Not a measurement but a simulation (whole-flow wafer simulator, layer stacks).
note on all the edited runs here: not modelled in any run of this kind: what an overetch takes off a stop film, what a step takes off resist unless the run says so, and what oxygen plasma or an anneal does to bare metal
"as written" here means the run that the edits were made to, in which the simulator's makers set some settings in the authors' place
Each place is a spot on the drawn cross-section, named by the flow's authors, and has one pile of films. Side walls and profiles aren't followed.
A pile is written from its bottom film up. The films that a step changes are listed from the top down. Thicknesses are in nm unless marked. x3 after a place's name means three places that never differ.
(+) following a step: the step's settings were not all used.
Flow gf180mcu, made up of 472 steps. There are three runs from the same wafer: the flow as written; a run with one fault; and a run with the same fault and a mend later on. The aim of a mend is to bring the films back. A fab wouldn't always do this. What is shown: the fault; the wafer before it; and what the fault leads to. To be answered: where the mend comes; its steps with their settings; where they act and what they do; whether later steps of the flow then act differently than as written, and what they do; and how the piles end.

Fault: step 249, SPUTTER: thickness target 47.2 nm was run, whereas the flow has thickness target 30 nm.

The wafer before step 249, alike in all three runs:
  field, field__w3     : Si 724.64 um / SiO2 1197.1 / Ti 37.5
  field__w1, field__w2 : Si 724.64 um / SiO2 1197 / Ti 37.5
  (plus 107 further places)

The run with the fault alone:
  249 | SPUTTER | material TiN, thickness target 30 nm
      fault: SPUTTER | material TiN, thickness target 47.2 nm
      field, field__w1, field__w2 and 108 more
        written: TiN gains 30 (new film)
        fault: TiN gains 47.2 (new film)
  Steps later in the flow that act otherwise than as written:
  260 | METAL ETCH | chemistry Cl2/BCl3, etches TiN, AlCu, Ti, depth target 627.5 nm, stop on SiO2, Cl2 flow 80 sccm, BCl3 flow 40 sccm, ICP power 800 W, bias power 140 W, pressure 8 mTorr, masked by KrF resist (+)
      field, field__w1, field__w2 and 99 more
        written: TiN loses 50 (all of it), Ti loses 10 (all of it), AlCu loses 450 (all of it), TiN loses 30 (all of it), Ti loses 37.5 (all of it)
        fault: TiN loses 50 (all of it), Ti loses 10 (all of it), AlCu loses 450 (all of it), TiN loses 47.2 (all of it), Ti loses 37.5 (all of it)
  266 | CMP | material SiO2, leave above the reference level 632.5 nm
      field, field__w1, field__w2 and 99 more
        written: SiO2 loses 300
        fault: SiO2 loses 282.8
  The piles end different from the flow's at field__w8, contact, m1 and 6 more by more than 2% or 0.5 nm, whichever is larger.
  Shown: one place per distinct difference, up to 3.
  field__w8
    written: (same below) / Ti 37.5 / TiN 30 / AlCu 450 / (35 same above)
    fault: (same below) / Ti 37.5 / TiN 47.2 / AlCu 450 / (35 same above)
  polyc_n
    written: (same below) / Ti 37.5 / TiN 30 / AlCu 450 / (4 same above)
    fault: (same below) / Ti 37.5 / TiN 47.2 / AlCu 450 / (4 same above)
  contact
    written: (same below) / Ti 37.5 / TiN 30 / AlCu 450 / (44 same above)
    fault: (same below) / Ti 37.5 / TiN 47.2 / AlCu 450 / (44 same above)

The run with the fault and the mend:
  The mend stands after step 259.
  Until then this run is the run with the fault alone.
  260 | METAL ETCH | chemistry Cl2/BCl3, etches TiN, AlCu, Ti, depth target 644.7 nm, stop on SiO2, Cl2 flow 80 sccm, BCl3 flow 40 sccm, ICP power 800 W, bias power 140 W, pressure 8 mTorr, masked by KrF resist (+) (the flow's step 260, where the flow has depth target 627.5 nm)
      field, field__w1, field__w2 and 99 more
        TiN loses 50 (all of it), Ti loses 10 (all of it), AlCu loses 450 (all of it), TiN loses 47.2 (all of it), Ti loses 37.5 (all of it)
      field__w8, contact, m1 and 6 more
        KrF resist loses 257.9
  Steps later in the flow that act otherwise than as written (1 other step is not shown; it differs only slightly, by no more than 2% or 0.5 nm, whichever is larger):
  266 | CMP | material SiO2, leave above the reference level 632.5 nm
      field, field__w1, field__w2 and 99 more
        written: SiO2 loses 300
        mend: SiO2 loses 282.8
  The piles end different from the flow's at field__w8, contact, m1 and 6 more by more than 2% or 0.5 nm, whichever is larger.
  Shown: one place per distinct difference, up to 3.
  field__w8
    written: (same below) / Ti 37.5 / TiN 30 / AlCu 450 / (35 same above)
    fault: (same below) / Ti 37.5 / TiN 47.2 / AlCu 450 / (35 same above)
    mend: (same below) / Ti 37.5 / TiN 47.2 / AlCu 450 / (35 same above)
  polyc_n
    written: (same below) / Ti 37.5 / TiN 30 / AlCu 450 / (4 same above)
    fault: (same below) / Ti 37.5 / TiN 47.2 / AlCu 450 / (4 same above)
    mend: (same below) / Ti 37.5 / TiN 47.2 / AlCu 450 / (4 same above)
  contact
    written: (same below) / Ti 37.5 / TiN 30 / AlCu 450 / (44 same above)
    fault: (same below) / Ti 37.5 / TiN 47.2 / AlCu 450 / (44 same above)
    mend: (same below) / Ti 37.5 / TiN 47.2 / AlCu 450 / (44 same above)
